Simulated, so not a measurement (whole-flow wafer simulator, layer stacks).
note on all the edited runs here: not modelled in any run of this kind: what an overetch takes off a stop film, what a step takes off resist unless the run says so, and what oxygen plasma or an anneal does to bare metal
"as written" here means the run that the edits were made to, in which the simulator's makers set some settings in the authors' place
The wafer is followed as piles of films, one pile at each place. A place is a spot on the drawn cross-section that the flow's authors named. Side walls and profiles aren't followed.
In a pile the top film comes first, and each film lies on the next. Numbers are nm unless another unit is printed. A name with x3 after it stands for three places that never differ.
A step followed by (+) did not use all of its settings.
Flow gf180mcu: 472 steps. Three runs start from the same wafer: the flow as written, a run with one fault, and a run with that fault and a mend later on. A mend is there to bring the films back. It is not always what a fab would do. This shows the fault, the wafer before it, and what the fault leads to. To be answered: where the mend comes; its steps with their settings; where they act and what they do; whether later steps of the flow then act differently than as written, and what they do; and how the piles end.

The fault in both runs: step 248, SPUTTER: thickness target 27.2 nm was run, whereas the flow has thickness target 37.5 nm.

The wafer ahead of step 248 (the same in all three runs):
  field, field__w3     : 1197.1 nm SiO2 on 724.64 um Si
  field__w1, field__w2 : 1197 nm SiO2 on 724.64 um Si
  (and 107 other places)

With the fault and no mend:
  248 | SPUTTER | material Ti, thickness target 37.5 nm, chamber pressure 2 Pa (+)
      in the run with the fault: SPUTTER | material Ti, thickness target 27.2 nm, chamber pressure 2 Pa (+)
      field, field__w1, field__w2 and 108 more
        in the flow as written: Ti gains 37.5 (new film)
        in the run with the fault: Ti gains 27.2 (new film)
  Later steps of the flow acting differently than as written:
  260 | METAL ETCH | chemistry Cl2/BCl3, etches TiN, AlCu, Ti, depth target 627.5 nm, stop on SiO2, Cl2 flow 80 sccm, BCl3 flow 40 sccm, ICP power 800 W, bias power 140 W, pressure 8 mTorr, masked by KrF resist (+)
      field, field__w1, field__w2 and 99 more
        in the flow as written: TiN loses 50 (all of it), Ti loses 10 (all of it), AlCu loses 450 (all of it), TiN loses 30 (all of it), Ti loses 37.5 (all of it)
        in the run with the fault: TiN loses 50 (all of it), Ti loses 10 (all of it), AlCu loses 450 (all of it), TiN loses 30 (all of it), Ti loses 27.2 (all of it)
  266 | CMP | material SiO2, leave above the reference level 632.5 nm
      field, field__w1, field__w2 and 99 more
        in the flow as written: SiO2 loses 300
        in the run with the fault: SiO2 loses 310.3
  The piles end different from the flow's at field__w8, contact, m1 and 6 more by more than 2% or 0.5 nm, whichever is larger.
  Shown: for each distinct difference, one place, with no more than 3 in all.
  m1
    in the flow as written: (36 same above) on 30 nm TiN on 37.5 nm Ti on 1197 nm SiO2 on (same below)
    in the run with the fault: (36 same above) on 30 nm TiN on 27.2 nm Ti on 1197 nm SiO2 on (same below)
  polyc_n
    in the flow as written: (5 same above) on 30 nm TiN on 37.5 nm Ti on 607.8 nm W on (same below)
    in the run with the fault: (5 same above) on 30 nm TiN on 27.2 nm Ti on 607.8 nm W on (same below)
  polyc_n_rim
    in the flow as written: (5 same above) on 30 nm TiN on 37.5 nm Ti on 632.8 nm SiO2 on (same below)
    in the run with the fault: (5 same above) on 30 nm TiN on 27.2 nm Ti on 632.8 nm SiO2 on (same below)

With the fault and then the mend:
  The mend follows step 248.
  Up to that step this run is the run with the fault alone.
  248a | SPUTTER | material Ti, thickness target 10.3 nm, chamber pressure 2 Pa (+) (the flow's step 248 again, with other settings)
      field, field__w1, field__w2 and 108 more
        Ti gains 10.3
  None of the later steps of the flow acts differently than as written at any place that is followed.
  At every place that both follow, the piles at the end match the flow's.
